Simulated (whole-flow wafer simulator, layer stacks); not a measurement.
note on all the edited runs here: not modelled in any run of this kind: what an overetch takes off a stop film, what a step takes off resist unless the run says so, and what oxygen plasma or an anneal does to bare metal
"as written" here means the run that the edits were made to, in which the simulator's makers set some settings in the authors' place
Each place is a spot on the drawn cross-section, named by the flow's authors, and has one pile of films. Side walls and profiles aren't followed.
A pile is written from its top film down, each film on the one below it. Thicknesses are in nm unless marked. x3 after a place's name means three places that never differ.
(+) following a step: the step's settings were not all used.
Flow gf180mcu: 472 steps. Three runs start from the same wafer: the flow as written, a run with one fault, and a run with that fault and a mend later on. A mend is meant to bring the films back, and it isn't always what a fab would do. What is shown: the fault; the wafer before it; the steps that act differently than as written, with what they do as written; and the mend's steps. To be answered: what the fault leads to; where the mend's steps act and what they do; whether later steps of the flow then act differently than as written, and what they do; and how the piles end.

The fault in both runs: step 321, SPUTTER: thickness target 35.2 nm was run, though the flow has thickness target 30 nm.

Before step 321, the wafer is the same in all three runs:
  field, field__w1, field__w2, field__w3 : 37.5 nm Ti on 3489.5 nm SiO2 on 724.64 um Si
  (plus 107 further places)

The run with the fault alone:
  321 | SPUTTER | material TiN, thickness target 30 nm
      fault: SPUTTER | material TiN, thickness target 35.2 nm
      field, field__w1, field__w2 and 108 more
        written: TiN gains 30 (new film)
        fault: TiN gains 35.2 (new film)
  Steps further on in the flow that do not act as written (1 other step is not shown; it differs only slightly, by no more than 2% or 0.5 nm, whichever is larger):
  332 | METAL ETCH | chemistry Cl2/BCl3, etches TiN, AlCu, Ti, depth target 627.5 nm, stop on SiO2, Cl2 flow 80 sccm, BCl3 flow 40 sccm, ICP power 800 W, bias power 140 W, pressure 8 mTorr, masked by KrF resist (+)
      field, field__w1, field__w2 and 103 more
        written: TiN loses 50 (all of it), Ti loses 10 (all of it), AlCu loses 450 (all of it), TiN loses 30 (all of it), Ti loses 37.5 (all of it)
        fault: TiN loses 50 (all of it), Ti loses 10 (all of it), AlCu loses 450 (all of it), TiN loses 35.2 (all of it), Ti loses 37.5 (all of it)
  By the end, the piles at field__w8, contact, m1, m1__w1, m1_nw depart from the flow's by more than 2% or 0.5 nm, whichever is larger.
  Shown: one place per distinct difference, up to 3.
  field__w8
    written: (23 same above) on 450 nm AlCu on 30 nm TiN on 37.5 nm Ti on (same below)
    fault: (23 same above) on 450 nm AlCu on 35.2 nm TiN on 37.5 nm Ti on (same below)
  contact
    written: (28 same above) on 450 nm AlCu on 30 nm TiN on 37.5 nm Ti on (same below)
    fault: (28 same above) on 450 nm AlCu on 35.2 nm TiN on 37.5 nm Ti on (same below)

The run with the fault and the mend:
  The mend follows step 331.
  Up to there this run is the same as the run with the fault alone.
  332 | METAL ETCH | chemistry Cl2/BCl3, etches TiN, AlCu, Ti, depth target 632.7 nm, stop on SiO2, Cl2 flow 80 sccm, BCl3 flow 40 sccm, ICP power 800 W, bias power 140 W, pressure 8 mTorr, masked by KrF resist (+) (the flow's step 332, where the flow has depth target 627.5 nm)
      field, field__w1, field__w2 and 103 more
        TiN loses 50 (all of it), Ti loses 10 (all of it), AlCu loses 450 (all of it), TiN loses 35.2 (all of it), Ti loses 37.5 (all of it)
      field__w8, contact, m1, m1__w1, m1_nw
        KrF resist loses 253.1
  Later steps of the flow that are run all act as written at every place that is followed, up to a difference of at most 2% or 0.5 nm, whichever is larger.
  By the end, the piles at field__w8, contact, m1, m1__w1, m1_nw depart from the flow's by more than 2% or 0.5 nm, whichever is larger.
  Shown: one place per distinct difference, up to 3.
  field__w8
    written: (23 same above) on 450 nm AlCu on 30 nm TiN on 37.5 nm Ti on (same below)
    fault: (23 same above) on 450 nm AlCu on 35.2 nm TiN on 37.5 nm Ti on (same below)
    mend: (23 same above) on 450 nm AlCu on 35.2 nm TiN on 37.5 nm Ti on (same below)
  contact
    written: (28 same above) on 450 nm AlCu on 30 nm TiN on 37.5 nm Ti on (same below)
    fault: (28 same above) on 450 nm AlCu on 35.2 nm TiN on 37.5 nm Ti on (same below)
    mend: (28 same above) on 450 nm AlCu on 35.2 nm TiN on 37.5 nm Ti on (same below)
